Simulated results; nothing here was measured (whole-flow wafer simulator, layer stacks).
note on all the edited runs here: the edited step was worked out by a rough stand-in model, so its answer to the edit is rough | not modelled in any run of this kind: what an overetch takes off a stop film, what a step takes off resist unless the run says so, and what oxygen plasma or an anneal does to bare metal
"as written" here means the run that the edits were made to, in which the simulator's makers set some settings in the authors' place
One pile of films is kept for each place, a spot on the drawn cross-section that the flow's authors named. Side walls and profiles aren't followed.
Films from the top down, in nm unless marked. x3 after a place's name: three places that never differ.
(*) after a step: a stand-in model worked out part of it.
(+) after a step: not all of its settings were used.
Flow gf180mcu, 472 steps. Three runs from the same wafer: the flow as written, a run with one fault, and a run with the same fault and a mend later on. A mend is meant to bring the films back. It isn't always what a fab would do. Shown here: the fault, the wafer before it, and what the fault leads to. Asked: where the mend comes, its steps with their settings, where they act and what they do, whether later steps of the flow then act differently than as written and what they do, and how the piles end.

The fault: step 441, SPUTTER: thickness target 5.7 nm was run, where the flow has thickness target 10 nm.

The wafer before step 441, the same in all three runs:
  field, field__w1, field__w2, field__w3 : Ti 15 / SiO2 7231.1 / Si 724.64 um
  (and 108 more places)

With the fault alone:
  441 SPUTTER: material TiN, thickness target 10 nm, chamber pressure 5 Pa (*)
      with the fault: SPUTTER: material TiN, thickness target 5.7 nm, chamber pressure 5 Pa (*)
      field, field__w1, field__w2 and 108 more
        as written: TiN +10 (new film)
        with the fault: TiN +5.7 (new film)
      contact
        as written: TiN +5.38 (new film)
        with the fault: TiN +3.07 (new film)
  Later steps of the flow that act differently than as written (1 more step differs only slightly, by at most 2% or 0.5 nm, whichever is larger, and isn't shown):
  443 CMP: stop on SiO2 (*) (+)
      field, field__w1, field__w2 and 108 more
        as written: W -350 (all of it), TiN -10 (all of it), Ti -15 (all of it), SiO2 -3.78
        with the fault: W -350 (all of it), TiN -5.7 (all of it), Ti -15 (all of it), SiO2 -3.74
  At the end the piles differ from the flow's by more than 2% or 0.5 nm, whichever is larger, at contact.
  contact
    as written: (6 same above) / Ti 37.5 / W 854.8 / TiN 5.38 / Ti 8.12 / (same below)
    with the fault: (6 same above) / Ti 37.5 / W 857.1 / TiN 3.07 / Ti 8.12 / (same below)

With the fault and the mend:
  The mend comes after step 441.
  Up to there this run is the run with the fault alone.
  441a SPUTTER: material TiN, thickness target 4.3 nm, chamber pressure 5 Pa (*) (the flow's step 441 once more, with other settings)
      field, field__w1, field__w2 and 108 more
        TiN +4.3
      contact
        TiN +2.31
  No later step of the flow acts differently than as written at any place that is followed.
  At the end the piles are the same as the flow's at every place that both follow.
